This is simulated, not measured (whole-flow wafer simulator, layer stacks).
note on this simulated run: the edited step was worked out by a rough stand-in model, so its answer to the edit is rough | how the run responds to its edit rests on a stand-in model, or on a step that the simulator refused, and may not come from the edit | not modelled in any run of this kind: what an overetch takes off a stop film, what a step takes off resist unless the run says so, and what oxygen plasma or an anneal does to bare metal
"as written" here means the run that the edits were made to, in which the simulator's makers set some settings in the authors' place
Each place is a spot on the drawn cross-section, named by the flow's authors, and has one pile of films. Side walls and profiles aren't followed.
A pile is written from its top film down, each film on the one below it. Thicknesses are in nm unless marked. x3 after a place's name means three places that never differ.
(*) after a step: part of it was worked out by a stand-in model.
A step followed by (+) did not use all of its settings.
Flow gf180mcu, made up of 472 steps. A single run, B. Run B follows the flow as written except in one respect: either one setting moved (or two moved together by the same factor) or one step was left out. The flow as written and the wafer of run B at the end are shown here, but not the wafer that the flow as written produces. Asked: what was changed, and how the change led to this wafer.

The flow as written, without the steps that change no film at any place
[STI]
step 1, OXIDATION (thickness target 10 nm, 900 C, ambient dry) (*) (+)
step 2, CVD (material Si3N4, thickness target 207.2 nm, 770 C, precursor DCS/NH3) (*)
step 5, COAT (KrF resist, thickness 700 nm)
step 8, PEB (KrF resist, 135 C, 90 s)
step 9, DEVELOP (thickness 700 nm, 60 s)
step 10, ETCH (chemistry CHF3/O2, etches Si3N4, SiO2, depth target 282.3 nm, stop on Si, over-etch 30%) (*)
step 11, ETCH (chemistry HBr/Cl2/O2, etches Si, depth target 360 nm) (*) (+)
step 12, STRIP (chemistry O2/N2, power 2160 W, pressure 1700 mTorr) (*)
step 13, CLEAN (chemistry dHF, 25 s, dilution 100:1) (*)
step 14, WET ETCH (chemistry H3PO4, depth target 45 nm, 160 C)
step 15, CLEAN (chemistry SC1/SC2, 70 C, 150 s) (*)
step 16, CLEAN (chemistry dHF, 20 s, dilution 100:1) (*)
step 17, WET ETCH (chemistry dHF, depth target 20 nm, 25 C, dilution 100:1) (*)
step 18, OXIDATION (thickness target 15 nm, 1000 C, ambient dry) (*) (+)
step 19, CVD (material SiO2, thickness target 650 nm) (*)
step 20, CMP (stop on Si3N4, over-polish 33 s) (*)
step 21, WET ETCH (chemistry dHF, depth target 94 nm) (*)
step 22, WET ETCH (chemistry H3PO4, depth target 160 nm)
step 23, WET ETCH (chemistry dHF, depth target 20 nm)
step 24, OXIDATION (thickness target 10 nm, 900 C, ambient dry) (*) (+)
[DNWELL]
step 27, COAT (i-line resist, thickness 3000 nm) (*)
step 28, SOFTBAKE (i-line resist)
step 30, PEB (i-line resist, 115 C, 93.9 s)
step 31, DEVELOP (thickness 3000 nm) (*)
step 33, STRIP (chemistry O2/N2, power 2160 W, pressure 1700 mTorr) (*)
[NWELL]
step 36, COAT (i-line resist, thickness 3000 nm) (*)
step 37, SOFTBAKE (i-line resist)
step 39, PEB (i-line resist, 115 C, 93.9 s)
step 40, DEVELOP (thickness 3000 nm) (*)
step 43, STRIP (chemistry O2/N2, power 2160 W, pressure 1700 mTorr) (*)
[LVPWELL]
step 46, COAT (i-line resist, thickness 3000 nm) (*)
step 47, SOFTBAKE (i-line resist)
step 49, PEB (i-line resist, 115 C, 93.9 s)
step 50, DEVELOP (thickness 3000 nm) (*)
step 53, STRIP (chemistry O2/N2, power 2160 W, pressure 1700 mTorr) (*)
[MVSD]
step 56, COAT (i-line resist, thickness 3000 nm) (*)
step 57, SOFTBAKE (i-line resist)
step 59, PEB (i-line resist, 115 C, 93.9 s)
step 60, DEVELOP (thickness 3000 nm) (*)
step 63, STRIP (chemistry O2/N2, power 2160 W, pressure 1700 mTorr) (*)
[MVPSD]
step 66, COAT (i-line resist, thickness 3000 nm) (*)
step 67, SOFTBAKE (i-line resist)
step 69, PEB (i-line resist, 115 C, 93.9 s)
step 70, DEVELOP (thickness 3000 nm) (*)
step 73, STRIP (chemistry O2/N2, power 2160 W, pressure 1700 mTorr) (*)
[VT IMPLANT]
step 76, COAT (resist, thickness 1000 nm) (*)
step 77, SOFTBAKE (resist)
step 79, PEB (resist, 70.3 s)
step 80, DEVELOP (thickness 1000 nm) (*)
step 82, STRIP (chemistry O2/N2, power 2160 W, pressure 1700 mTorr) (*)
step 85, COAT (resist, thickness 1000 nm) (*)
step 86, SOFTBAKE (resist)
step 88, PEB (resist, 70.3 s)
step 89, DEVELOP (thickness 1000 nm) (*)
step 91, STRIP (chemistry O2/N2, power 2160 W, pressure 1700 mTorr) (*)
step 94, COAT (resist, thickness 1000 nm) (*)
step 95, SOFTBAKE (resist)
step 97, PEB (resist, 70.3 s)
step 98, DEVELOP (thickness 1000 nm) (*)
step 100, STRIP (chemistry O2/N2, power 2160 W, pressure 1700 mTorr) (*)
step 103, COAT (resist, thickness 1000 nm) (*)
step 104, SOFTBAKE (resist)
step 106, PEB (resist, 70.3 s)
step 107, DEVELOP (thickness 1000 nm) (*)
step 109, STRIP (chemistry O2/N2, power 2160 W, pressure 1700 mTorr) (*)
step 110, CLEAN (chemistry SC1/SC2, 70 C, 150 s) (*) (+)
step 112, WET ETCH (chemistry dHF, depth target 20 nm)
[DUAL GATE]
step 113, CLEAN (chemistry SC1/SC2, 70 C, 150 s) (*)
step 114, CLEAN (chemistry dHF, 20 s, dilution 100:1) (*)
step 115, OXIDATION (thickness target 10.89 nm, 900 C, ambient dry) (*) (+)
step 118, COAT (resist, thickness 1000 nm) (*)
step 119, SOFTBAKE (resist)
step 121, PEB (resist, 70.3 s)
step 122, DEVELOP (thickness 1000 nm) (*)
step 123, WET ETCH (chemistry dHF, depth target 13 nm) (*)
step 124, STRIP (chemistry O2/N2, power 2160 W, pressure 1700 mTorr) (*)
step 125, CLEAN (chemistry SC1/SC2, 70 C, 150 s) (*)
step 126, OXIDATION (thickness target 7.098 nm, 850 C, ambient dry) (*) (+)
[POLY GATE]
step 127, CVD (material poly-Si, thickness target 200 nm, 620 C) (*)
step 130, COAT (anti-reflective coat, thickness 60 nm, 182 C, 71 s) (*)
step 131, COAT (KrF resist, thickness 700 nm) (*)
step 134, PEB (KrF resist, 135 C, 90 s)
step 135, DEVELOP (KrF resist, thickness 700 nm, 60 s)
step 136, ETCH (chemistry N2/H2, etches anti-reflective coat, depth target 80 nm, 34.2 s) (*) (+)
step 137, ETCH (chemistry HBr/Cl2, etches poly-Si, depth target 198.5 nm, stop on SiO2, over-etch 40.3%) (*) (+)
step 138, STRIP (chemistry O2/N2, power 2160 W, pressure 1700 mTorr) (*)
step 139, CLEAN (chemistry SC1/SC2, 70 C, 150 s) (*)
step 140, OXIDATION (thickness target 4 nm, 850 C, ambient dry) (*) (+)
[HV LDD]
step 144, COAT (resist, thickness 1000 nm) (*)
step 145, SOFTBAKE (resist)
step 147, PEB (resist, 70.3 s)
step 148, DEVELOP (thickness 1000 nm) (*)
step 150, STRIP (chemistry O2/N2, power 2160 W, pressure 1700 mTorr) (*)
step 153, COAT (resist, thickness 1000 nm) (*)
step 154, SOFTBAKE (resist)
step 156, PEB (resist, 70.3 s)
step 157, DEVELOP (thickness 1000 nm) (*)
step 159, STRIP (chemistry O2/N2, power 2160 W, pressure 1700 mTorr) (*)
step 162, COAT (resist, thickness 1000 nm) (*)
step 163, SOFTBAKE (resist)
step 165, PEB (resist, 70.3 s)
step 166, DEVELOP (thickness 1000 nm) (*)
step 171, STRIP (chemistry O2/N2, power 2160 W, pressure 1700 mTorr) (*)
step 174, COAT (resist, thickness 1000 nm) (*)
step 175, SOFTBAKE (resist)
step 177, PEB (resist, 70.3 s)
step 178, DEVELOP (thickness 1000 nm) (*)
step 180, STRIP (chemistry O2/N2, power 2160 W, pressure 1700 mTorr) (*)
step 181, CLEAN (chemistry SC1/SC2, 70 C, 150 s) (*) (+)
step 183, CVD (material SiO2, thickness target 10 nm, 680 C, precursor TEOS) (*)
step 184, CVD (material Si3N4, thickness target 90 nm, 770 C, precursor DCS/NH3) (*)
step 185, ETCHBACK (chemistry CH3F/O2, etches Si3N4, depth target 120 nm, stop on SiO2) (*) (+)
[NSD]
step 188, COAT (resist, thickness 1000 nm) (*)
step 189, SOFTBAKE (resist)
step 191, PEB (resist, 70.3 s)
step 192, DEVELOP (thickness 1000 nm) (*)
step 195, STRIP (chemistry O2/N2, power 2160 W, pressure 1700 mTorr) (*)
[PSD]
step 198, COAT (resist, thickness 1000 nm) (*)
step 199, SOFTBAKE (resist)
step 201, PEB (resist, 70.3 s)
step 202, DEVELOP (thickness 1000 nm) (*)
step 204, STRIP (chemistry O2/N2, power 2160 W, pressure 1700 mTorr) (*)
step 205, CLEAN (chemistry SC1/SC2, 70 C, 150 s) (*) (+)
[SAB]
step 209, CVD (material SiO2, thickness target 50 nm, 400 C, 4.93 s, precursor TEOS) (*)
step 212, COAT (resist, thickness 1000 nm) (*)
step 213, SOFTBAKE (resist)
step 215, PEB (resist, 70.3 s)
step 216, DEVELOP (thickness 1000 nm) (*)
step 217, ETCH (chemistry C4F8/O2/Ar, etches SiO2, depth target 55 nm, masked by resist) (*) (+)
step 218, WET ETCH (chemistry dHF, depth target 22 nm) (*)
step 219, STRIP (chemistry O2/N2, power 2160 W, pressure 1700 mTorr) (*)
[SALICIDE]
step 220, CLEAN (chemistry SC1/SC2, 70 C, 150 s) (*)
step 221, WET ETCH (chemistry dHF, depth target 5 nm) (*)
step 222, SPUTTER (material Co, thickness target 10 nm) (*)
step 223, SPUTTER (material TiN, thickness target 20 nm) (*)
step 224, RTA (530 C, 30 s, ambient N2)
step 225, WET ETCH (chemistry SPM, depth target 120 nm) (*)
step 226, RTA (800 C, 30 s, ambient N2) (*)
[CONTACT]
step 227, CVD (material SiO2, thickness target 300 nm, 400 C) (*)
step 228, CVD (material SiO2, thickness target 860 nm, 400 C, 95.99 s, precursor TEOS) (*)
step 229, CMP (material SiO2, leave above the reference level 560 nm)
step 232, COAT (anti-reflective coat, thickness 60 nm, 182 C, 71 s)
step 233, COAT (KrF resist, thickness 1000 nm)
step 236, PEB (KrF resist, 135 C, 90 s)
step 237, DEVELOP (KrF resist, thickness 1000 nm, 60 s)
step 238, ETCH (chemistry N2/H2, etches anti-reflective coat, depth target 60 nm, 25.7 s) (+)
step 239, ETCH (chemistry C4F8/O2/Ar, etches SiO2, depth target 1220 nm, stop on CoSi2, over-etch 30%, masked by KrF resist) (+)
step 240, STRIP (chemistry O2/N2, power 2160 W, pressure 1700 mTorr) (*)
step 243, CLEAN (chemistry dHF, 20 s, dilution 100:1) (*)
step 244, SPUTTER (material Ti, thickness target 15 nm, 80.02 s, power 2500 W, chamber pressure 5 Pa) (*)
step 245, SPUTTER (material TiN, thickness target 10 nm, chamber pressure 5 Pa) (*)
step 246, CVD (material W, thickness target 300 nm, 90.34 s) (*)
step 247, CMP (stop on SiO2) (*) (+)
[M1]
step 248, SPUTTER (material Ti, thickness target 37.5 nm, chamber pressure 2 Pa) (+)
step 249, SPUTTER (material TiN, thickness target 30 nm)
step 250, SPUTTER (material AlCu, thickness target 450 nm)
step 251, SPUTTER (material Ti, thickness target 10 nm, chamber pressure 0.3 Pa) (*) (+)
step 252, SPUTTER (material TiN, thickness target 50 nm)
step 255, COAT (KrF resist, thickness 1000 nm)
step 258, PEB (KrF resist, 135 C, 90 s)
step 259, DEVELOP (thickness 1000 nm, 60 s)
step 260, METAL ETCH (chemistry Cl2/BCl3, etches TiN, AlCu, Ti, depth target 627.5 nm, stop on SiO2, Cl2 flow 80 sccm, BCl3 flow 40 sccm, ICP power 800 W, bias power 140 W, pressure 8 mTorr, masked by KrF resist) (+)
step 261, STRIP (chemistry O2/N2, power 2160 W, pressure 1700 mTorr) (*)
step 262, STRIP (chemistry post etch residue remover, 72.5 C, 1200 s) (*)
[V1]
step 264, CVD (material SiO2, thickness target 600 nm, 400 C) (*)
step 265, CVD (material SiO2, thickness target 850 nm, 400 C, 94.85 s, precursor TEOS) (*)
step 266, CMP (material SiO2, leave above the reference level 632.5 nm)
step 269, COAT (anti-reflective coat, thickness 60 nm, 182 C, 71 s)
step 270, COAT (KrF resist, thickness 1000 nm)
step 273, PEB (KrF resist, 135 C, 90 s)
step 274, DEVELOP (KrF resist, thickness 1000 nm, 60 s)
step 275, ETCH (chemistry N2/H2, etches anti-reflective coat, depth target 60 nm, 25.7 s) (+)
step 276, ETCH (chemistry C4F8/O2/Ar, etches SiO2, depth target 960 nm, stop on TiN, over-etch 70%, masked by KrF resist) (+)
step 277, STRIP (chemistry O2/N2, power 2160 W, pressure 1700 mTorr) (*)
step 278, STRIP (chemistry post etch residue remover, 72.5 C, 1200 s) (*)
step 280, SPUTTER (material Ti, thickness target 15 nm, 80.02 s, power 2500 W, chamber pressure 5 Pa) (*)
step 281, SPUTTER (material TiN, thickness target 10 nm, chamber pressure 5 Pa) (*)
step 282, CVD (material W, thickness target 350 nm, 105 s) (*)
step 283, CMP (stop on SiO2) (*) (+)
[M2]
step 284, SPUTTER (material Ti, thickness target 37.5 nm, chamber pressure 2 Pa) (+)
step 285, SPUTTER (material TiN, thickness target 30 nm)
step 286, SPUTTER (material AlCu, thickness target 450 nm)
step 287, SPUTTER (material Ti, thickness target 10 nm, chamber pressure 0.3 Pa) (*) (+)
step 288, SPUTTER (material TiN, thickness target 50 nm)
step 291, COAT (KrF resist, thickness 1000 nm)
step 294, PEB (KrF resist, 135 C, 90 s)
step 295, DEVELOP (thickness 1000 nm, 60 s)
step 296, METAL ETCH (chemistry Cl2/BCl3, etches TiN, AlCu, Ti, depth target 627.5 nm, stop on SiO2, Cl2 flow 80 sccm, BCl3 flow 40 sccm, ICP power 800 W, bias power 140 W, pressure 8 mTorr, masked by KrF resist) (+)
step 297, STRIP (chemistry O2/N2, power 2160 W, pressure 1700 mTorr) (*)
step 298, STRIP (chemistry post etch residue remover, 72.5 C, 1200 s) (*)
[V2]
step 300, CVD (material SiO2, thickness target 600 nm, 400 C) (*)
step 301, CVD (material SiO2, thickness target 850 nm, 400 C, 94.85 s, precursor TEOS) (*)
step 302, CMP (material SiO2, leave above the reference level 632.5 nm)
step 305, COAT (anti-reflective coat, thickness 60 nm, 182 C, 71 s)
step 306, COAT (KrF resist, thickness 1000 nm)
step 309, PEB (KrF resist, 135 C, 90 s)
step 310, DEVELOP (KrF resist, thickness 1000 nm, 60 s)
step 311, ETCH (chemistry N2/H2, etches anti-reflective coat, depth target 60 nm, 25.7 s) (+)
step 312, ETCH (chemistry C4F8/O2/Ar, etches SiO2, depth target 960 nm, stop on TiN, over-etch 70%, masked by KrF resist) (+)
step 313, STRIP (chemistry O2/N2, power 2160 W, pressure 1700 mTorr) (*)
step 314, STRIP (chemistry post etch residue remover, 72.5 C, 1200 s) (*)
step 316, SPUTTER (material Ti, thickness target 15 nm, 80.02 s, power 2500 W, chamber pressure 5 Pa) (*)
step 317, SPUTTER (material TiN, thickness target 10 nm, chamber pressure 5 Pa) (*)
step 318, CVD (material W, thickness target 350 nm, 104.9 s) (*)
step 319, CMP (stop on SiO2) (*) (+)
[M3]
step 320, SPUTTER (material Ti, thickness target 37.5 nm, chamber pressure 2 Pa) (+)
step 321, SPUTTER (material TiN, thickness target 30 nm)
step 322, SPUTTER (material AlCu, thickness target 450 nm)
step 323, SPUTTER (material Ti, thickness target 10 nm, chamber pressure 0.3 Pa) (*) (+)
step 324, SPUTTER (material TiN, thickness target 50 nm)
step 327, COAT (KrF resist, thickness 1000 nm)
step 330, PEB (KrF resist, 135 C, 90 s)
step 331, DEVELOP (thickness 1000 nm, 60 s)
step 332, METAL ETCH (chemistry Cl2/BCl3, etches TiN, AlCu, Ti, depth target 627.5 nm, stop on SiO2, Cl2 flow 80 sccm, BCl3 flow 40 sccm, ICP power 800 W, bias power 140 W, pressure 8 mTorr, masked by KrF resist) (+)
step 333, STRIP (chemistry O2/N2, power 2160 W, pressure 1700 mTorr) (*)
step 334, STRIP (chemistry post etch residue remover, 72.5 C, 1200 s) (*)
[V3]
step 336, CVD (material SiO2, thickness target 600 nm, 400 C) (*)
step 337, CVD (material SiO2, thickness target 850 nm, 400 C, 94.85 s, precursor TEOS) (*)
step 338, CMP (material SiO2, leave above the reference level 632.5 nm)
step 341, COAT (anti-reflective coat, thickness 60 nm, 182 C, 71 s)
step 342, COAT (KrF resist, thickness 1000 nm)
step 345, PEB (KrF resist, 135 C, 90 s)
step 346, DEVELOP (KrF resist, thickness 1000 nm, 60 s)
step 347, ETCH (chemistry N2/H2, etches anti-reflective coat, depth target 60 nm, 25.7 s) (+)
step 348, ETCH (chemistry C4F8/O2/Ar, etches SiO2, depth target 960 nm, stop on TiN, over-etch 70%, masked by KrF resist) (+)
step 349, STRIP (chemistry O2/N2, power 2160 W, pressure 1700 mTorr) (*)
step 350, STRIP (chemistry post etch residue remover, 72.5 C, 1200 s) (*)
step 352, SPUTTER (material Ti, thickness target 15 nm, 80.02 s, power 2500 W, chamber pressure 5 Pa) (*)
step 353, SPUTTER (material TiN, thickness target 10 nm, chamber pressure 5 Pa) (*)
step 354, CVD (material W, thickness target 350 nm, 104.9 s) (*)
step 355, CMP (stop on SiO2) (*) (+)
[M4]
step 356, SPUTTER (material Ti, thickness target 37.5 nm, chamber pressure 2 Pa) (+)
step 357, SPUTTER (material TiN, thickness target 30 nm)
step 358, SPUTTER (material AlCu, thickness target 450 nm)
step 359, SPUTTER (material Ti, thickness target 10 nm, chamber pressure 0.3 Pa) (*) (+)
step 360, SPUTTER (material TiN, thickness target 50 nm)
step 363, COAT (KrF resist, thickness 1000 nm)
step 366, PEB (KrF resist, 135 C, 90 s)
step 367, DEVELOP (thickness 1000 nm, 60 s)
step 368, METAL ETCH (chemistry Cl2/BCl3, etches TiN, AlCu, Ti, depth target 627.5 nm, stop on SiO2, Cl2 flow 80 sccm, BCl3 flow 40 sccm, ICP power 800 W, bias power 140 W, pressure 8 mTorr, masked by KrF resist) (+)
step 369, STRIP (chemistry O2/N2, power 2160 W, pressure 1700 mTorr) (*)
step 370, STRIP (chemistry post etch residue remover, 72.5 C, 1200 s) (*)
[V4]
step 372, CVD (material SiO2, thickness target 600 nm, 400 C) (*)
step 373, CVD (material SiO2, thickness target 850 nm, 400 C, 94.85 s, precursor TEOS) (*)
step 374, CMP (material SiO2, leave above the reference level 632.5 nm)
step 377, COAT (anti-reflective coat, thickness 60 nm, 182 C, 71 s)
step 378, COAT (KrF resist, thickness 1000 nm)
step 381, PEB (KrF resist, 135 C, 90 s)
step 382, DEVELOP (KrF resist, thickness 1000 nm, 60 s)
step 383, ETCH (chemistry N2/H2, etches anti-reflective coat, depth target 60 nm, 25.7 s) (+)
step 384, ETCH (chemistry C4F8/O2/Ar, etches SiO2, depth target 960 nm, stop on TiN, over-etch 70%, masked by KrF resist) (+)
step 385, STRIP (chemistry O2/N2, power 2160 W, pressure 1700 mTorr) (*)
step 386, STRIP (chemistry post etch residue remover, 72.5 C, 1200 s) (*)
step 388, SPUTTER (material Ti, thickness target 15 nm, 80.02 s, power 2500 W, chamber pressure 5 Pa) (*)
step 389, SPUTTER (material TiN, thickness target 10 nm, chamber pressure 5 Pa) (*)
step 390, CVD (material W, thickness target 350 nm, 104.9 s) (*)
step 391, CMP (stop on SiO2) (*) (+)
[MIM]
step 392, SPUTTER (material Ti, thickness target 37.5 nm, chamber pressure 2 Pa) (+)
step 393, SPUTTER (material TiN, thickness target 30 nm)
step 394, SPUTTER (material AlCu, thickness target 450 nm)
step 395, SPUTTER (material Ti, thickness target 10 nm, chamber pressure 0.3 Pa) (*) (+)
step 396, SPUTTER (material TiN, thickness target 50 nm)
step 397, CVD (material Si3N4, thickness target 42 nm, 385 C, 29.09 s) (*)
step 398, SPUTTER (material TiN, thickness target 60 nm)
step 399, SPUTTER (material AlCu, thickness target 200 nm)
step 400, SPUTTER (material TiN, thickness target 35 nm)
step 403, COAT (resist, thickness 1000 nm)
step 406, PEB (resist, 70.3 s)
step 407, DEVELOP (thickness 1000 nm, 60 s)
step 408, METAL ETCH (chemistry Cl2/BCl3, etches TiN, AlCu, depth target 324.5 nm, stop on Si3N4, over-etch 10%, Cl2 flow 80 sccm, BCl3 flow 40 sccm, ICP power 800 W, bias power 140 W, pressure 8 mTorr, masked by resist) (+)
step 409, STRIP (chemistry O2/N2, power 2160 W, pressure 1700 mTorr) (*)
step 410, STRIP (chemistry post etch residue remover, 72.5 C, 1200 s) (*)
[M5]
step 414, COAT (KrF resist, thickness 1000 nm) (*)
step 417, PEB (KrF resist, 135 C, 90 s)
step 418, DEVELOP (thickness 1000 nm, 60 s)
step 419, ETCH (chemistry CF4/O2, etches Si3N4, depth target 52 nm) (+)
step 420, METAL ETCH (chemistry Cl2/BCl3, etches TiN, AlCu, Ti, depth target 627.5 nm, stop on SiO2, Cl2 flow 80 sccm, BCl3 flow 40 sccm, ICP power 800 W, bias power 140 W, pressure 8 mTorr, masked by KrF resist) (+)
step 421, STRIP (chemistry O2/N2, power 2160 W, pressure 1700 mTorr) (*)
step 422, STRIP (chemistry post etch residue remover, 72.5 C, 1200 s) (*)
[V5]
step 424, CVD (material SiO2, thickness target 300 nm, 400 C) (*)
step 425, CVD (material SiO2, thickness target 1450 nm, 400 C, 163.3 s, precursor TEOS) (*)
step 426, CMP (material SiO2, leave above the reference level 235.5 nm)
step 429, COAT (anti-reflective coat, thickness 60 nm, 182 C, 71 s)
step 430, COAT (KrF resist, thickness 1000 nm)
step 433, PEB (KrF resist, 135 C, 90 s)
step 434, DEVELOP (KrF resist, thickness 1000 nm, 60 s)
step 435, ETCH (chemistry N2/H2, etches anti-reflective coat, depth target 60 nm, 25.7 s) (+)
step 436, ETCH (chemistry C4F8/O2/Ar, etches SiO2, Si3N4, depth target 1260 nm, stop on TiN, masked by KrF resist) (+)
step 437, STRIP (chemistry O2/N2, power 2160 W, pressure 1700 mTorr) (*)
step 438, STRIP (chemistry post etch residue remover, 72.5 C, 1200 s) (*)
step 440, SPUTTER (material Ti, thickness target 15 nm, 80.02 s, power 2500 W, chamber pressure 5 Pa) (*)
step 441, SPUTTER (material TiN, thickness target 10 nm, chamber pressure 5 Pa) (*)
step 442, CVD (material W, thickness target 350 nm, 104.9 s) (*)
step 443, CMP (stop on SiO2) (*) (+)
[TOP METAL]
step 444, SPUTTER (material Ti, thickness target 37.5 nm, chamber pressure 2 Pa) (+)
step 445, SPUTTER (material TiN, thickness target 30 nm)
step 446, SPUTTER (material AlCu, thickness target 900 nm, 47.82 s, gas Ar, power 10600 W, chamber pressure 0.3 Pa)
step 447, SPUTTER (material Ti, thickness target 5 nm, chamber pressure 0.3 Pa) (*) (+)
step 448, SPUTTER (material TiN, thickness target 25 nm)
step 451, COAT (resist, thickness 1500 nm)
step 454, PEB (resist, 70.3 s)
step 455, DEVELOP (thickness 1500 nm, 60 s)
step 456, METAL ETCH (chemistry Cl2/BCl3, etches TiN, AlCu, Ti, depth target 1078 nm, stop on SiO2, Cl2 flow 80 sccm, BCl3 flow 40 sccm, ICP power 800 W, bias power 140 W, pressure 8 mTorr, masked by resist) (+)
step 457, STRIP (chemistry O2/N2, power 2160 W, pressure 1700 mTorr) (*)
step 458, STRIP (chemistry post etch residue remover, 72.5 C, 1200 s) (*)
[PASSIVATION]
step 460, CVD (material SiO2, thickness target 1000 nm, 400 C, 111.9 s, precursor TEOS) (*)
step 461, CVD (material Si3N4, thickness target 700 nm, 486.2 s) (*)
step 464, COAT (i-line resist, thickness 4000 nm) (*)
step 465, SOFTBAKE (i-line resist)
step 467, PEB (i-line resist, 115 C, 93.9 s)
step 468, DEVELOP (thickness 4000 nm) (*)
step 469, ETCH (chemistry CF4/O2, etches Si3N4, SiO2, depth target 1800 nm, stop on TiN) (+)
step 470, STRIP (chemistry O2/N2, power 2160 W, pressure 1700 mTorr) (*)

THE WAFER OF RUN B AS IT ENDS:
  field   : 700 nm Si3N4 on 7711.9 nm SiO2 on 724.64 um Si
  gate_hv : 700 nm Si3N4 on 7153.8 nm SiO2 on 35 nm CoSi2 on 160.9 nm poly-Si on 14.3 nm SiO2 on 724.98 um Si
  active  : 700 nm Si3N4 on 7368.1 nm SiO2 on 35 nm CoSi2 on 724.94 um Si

What caused this: step 460, CVD: thickness target 475 nm was run, whereas the flow has thickness target 1000 nm; step 460, CVD: 53.17 s was run, where the flow has 111.9 s.

Step by step, how the change led to this:
  step 460, CVD (material SiO2, thickness target 1000 nm, 400 C, 111.9 s, precursor TEOS) (*)
      field, field__w1, field__w2 and 103 more: SiO2 gains 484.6 (it would be, as written: SiO2 gains 1000)
      field__w8, contact, m1, m1__w1, pad, m1_nw: SiO2 gains 484.6 (new film) (it would be, as written: SiO2 gains 1000 (new film))
  step 465, SOFTBAKE (i-line resist)
      gate: i-line resist loses 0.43 (it would be, as written: i-line resist gains 1.79)
      ld_acc_p, ld_fp_p, ld_drift_p: i-line resist gains 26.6 (it would be, as written: i-line resist gains 33.8)
      (also at 57 further places)
  step 469, ETCH (chemistry CF4/O2, etches Si3N4, SiO2, depth target 1800 nm, stop on TiN) (+)
      pad: Si3N4 loses 700 (all of it), SiO2 loses 484.6 (all of it) (it would be, as written: Si3N4 loses 700 (all of it), SiO2 loses 1000 (all of it))
